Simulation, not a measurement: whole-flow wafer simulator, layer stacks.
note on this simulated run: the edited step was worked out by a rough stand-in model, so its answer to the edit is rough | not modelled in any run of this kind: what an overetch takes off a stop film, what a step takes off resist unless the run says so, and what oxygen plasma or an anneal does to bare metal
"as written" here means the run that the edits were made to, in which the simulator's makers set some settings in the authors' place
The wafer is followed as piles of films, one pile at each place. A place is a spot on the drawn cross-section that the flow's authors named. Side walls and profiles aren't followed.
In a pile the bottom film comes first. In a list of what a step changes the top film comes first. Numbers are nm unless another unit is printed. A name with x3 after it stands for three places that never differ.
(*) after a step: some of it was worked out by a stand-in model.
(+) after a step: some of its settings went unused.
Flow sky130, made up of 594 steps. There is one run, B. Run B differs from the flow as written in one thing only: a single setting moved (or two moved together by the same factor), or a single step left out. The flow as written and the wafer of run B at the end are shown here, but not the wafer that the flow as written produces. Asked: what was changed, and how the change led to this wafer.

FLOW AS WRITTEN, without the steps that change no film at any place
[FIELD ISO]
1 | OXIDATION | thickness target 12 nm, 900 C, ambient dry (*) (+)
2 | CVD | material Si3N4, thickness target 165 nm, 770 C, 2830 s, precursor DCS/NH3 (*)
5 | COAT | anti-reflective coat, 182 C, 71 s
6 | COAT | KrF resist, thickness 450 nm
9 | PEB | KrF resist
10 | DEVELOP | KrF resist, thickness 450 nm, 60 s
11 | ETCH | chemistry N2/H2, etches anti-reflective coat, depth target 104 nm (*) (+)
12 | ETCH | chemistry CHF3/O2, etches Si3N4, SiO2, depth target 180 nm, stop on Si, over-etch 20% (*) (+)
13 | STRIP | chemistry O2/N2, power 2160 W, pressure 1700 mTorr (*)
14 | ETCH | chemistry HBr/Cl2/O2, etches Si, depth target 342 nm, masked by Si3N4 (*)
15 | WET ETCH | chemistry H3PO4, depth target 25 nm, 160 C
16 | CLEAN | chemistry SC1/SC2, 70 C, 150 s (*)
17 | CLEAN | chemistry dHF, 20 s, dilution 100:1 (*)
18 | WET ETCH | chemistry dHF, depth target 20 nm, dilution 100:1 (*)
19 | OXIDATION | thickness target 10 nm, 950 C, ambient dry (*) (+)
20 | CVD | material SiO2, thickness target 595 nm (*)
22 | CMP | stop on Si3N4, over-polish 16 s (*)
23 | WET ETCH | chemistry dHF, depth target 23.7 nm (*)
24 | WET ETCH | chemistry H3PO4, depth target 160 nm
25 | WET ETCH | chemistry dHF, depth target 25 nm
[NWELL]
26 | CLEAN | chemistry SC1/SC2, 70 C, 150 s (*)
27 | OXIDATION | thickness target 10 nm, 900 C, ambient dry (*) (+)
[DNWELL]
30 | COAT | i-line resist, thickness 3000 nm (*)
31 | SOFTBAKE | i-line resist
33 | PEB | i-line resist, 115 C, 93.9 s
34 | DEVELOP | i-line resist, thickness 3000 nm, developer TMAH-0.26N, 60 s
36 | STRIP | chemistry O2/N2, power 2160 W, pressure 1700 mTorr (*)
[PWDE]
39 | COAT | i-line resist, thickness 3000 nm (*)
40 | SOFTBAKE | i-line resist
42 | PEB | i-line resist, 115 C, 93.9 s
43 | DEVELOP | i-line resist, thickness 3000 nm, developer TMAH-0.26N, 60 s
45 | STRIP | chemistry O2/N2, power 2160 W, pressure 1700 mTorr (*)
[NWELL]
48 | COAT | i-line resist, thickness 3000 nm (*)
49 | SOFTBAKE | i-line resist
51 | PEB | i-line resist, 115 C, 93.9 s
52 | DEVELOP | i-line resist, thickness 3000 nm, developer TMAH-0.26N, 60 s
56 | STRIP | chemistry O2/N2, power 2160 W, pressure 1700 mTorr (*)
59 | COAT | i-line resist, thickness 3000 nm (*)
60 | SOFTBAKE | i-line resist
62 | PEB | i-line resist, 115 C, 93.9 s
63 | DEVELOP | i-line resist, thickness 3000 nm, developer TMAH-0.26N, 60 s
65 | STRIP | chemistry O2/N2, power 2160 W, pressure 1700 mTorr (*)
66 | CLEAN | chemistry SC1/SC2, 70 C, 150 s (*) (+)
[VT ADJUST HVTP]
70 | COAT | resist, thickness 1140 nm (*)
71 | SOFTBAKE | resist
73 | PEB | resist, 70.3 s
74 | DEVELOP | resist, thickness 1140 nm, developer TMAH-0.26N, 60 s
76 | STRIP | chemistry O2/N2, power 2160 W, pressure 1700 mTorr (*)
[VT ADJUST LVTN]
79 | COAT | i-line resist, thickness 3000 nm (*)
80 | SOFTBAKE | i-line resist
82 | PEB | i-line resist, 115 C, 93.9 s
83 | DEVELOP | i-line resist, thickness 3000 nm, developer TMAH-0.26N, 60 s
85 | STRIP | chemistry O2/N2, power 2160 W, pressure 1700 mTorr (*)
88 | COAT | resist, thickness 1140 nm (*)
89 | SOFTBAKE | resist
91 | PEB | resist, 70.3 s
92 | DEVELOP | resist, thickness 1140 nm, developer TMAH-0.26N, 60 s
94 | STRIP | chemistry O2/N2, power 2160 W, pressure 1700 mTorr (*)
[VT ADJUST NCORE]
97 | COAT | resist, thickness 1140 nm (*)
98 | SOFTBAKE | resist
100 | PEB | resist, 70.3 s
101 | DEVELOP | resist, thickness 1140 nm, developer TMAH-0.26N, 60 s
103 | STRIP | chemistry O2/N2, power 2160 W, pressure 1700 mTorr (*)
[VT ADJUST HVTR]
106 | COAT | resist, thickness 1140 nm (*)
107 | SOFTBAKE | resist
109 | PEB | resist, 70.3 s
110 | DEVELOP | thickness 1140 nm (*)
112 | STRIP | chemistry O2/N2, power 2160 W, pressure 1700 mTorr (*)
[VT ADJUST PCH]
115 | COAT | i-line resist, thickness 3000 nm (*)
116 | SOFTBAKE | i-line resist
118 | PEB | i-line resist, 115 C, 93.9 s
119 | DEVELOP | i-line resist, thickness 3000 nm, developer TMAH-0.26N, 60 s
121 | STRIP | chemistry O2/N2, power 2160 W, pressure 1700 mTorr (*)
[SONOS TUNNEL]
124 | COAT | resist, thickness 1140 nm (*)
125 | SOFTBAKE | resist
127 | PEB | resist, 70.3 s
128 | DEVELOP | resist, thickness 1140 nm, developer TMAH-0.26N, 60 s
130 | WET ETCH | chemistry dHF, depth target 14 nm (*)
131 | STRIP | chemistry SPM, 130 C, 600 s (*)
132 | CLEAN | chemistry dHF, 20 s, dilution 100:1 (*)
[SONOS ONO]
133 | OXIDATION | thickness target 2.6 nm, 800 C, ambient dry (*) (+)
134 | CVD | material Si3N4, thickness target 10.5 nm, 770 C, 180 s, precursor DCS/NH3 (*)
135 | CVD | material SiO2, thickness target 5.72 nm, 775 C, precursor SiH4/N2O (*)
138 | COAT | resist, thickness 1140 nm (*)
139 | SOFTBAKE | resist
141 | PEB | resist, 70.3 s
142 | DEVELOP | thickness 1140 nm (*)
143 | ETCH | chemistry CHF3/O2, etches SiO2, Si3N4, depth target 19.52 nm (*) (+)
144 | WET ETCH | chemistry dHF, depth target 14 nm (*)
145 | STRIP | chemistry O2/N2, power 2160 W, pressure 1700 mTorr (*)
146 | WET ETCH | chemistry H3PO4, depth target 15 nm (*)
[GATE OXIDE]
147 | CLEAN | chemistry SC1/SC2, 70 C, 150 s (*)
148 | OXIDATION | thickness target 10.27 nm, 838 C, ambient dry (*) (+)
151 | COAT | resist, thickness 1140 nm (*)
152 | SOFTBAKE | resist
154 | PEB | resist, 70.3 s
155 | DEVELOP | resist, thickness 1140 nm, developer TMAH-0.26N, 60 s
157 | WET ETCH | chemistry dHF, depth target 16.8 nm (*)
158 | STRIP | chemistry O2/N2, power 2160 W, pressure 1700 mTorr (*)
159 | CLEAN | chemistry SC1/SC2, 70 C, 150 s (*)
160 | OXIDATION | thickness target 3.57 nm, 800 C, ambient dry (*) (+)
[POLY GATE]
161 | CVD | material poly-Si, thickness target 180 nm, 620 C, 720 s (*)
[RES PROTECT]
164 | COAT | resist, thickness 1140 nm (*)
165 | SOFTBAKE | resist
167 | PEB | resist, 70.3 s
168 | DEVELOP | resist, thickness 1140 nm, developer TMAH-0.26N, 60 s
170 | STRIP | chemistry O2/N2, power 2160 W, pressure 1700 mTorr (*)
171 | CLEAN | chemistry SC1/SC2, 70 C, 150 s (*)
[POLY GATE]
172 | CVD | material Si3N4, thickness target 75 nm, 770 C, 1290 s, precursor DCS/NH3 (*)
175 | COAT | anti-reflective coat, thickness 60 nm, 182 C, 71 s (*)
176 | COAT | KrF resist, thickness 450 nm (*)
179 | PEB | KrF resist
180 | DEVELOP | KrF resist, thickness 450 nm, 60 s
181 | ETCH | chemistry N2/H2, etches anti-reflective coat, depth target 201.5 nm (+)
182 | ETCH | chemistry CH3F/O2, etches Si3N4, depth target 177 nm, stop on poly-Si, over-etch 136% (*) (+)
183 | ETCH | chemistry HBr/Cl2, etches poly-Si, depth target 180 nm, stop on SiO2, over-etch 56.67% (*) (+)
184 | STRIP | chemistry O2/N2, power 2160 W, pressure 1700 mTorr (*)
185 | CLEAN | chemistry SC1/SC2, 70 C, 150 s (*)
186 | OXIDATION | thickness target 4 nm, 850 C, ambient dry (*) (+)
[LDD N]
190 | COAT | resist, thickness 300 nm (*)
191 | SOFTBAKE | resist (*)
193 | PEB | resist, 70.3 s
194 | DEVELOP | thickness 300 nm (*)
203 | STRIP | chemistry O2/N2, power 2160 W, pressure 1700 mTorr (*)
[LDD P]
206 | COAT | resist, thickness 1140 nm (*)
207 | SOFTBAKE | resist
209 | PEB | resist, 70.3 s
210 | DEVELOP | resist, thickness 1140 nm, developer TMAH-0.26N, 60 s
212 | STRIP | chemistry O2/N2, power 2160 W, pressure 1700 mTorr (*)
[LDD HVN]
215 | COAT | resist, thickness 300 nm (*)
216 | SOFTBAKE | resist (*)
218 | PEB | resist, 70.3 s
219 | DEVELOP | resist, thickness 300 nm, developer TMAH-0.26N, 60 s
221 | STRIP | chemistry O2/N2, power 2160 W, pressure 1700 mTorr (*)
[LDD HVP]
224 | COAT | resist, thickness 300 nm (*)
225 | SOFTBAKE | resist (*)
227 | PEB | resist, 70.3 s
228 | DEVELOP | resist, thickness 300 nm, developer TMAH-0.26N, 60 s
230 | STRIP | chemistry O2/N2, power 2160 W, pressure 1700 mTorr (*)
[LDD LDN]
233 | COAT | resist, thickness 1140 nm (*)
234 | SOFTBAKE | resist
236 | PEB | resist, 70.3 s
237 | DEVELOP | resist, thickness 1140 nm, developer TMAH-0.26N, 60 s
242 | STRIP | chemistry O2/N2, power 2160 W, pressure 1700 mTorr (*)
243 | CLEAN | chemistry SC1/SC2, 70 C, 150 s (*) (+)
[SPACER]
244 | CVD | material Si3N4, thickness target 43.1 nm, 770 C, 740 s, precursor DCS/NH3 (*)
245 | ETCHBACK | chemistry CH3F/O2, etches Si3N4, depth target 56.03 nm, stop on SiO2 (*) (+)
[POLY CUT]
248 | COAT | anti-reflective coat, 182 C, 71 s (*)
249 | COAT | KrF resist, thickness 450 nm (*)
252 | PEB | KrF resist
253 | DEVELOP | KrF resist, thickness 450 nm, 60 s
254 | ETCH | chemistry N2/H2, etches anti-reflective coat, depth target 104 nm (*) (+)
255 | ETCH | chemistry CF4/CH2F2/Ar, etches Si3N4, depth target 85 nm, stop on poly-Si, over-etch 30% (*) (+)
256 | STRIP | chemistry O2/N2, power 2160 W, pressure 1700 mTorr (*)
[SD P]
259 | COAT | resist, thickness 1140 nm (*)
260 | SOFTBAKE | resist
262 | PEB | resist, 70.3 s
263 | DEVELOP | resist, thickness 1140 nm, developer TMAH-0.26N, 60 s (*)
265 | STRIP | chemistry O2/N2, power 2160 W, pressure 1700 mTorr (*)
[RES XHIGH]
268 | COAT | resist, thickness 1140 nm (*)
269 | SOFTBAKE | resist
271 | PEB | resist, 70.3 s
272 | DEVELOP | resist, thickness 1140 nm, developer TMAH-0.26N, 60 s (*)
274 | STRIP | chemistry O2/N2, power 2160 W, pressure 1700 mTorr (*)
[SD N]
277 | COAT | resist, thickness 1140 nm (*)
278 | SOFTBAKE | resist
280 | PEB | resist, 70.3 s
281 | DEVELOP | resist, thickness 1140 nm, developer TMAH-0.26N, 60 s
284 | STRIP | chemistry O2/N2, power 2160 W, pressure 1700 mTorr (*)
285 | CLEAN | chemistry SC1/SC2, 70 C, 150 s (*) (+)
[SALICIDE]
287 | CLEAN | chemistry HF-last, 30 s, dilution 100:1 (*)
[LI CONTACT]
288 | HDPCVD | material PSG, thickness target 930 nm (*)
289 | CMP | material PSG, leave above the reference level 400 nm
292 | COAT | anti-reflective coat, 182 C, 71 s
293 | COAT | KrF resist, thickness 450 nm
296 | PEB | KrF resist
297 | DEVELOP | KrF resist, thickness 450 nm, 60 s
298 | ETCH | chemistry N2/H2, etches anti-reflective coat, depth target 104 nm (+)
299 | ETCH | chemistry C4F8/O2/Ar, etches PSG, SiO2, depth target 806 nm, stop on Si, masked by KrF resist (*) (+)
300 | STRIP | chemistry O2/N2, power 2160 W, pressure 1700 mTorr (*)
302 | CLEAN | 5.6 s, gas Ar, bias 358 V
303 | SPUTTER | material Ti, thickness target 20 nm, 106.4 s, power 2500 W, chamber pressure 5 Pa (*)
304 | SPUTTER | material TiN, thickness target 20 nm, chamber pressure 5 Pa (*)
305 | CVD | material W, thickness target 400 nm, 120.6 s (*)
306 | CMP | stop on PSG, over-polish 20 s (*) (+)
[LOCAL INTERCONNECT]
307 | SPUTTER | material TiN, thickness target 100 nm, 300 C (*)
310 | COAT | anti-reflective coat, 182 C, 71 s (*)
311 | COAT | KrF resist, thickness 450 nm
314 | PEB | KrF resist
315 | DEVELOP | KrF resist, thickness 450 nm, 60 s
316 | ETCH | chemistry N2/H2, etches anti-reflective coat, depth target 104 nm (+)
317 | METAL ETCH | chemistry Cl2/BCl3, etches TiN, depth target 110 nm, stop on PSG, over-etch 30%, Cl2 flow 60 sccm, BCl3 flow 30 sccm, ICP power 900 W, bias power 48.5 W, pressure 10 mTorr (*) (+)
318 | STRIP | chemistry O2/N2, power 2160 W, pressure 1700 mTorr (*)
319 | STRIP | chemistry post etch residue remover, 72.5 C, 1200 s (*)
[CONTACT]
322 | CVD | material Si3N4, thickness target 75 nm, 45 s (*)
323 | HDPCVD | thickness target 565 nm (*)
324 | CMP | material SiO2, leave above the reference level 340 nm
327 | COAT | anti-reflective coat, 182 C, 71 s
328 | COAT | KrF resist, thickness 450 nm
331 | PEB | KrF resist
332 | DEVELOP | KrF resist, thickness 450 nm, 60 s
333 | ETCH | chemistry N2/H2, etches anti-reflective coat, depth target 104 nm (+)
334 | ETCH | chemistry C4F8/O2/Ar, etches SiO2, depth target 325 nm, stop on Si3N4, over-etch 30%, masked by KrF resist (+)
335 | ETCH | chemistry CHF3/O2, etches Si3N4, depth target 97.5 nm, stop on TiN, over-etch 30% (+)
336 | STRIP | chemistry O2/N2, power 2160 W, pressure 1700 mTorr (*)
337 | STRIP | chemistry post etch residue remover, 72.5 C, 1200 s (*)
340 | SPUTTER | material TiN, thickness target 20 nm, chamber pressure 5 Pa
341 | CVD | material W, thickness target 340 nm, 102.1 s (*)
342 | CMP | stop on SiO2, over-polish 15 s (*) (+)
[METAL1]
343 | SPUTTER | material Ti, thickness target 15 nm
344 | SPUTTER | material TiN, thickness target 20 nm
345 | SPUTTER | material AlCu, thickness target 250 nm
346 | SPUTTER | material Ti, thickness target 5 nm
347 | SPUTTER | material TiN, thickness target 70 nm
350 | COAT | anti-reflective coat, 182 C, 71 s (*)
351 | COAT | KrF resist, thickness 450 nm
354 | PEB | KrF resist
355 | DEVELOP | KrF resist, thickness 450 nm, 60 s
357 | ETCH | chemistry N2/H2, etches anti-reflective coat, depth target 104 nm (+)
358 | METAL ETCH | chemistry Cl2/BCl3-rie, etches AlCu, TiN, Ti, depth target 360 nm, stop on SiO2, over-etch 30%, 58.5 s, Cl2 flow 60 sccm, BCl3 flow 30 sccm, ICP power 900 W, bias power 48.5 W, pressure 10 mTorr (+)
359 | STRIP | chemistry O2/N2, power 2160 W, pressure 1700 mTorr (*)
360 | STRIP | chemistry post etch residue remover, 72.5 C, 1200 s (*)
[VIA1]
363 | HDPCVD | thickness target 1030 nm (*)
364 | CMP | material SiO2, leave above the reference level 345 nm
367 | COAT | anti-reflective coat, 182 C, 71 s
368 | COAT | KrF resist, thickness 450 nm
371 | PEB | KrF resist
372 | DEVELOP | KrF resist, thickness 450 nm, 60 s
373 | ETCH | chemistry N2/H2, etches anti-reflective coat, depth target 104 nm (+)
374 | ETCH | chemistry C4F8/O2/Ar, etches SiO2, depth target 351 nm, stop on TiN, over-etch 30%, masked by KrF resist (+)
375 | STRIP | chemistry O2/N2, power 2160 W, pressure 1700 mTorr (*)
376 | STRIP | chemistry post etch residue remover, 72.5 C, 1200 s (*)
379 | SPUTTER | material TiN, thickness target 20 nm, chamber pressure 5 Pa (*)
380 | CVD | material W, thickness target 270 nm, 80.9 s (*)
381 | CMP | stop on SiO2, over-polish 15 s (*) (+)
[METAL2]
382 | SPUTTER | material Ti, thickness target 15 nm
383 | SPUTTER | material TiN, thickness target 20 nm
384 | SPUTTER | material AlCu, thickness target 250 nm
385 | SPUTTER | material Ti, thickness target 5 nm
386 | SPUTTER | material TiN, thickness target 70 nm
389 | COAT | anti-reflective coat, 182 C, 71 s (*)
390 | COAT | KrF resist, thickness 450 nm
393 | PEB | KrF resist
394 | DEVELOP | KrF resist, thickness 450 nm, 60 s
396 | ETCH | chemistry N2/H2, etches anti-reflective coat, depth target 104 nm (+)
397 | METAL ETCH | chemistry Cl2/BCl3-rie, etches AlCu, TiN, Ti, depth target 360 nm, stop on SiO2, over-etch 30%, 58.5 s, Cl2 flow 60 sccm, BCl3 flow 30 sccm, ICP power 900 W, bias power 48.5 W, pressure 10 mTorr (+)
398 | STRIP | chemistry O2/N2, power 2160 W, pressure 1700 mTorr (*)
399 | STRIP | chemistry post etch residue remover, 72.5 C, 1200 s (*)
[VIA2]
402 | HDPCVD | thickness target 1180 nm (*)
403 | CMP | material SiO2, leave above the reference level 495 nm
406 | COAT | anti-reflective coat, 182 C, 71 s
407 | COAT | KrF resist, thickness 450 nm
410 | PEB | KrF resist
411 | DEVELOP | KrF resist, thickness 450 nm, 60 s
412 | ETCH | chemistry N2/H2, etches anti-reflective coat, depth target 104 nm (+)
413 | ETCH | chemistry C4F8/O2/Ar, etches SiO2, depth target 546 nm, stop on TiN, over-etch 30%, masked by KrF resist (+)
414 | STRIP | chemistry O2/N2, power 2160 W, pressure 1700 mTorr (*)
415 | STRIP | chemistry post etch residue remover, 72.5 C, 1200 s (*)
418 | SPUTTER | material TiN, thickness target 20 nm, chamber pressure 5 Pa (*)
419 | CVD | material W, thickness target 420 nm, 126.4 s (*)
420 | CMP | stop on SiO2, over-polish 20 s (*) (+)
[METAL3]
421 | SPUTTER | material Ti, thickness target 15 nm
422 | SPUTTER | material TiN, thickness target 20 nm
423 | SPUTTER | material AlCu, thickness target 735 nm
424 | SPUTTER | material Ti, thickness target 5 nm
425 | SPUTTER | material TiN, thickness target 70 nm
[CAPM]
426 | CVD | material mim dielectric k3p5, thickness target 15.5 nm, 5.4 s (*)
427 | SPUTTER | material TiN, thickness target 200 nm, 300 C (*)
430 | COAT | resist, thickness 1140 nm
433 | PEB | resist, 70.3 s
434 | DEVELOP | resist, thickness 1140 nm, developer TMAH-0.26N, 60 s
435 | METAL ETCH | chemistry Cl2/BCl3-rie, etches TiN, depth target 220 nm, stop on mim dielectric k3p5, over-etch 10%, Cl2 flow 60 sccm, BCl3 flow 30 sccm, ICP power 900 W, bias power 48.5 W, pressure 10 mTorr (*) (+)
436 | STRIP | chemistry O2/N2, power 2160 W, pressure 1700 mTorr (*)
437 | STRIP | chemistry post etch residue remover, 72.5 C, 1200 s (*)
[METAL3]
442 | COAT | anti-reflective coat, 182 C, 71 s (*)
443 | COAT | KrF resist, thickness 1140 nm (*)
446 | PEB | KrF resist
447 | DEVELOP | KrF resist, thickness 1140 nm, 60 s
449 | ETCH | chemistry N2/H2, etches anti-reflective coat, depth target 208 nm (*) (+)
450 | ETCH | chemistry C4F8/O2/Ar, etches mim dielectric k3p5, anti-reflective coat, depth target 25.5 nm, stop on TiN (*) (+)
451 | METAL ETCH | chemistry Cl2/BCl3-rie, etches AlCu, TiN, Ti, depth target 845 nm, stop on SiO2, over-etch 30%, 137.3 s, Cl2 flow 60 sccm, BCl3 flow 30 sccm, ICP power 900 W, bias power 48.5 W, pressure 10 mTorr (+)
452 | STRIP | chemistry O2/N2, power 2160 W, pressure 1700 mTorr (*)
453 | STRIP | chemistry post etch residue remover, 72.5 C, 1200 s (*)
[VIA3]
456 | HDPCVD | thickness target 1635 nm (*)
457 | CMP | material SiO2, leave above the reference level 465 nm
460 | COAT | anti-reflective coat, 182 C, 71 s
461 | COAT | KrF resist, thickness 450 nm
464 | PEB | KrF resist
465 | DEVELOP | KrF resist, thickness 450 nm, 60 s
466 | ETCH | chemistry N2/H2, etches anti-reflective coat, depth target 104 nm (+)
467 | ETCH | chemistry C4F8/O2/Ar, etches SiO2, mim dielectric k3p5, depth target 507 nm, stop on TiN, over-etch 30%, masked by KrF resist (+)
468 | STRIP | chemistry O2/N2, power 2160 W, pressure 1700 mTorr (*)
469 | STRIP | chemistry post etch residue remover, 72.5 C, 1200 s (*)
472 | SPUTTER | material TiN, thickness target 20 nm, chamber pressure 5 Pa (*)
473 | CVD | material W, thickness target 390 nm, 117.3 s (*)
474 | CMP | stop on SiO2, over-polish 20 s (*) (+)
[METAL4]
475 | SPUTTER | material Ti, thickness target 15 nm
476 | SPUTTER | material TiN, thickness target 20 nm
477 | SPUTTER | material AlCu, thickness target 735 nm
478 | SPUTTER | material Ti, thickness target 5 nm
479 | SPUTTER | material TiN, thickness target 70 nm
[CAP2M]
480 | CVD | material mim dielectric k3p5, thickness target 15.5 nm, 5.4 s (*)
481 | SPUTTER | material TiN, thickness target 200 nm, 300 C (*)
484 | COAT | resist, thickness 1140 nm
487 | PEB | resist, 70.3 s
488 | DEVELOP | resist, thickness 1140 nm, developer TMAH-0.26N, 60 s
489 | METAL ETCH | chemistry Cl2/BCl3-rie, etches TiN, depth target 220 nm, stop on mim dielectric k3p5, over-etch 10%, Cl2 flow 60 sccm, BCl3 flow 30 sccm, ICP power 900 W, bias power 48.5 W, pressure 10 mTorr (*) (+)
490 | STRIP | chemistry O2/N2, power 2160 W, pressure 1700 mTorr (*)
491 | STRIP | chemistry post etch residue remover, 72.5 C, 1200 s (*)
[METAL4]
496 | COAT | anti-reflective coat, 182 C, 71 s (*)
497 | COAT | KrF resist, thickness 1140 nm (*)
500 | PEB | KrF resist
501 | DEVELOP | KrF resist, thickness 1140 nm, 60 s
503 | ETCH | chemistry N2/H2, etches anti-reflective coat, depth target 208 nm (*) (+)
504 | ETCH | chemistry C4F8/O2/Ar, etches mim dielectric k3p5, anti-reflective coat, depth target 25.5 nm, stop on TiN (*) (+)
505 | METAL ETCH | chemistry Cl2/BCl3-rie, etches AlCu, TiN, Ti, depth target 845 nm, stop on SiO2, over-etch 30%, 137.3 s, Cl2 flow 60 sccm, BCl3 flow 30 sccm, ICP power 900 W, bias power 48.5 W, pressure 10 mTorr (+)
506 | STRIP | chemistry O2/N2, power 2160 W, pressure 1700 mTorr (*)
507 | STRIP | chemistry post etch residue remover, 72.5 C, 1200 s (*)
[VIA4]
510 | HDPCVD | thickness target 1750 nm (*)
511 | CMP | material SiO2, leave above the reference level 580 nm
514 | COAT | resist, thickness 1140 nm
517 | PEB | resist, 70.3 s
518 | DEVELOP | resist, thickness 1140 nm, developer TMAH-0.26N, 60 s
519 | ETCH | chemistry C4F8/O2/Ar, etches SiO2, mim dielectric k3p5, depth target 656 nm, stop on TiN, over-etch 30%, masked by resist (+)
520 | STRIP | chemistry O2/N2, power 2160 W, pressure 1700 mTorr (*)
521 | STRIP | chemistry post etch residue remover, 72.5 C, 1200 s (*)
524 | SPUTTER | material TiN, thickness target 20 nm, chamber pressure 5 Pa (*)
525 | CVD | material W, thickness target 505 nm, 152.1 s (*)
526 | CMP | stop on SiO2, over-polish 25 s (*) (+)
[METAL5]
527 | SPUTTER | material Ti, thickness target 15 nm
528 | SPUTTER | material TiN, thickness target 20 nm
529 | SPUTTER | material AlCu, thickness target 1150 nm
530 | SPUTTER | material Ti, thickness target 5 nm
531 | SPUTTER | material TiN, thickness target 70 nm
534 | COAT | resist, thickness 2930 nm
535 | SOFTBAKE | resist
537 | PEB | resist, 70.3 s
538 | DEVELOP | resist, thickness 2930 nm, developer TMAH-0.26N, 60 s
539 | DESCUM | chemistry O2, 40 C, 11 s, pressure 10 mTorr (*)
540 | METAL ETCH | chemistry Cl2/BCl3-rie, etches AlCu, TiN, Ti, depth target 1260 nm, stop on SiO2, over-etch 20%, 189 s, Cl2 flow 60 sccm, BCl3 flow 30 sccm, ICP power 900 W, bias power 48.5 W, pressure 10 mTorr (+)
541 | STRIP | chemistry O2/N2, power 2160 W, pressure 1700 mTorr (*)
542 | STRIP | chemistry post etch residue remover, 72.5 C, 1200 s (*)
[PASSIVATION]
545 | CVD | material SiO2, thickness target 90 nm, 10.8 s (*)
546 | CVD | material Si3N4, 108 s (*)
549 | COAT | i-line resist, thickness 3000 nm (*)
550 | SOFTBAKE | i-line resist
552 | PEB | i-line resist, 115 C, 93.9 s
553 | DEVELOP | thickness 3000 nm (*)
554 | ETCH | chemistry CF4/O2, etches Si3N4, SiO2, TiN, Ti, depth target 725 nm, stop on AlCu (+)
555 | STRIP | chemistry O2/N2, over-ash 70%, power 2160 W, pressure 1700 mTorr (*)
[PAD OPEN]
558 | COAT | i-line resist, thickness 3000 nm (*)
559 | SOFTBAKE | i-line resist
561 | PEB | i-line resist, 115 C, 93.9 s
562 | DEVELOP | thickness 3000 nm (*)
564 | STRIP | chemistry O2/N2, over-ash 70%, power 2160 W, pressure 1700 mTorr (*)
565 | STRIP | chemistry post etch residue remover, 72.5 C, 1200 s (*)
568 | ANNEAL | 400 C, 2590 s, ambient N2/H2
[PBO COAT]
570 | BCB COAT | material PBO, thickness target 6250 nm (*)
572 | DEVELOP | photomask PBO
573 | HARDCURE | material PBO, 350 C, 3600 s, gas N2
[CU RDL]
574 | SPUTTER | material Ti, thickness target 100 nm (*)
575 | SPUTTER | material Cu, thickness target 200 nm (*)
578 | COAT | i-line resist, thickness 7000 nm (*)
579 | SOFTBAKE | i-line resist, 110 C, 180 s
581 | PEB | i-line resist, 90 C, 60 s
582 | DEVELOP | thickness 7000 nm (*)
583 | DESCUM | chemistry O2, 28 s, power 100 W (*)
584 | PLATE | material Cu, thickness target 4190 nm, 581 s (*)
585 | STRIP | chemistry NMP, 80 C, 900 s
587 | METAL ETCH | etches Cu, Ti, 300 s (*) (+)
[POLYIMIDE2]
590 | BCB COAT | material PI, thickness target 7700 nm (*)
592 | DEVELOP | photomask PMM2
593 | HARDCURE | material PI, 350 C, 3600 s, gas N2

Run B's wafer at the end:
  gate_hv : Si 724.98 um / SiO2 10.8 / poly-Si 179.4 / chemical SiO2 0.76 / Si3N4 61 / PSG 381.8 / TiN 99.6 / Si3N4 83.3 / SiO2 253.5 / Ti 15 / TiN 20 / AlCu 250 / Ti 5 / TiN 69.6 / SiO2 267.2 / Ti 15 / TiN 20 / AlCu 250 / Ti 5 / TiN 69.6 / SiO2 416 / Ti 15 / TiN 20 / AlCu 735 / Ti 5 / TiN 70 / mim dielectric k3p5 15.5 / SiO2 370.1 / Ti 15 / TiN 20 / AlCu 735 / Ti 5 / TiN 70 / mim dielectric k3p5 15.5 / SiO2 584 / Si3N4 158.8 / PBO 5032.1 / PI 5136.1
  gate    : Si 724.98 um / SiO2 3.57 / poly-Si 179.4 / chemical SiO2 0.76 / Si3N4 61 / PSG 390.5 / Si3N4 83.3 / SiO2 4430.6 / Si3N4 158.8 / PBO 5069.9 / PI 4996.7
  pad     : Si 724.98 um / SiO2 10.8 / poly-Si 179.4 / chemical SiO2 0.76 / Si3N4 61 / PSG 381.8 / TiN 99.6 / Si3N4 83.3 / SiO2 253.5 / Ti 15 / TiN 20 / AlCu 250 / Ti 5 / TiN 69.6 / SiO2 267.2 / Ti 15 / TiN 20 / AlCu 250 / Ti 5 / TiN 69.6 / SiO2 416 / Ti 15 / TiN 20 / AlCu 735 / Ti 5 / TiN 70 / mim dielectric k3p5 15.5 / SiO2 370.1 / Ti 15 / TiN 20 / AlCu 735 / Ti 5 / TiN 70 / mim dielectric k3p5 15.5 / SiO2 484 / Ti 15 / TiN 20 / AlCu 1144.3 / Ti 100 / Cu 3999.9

What caused this: step 322, CVD: thickness target 83.3 nm was run, while the flow as written has thickness target 75 nm; step 322, CVD: 50 s was run, where the flow has 45 s.
The wafer itself shows it: gate_hv has Si3N4 83.3, and step 322 as written asks for 75 nm.

Step by step, how the change led to this:
  322 | CVD | material Si3N4, thickness target 75 nm, 45 s (*)
      field, active, n_well and 188 more: +83.3 Si3N4 (new film) (it would be, as written: +75 Si3N4 (new film))
  324 | CMP | material SiO2, leave above the reference level 340 nm
      n_well, p_well, gate_hv and 93 more: -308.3 SiO2 (it would be, as written: -300 SiO2)
      field, active, gate and 88 more: -208.7 SiO2 (it would be, as written: -200.4 SiO2)
      (as well as at 4 more places)
  334 | ETCH | chemistry C4F8/O2/Ar, etches SiO2, depth target 325 nm, stop on Si3N4, over-etch 30%, masked by KrF resist (+)
      poly_licon, ndiff_licon, ndiff_licon_cpp, rpo_hd_licon: -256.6 SiO2 (all of it) (it would be, as written: -264.9 SiO2 (all of it))
  335 | ETCH | chemistry CHF3/O2, etches Si3N4, depth target 97.5 nm, stop on TiN, over-etch 30% (+)
      poly_licon, ndiff_licon, ndiff_licon_cpp, rpo_hd_licon: -83.3 Si3N4 (all of it) (it would be, as written: -75 Si3N4 (all of it))
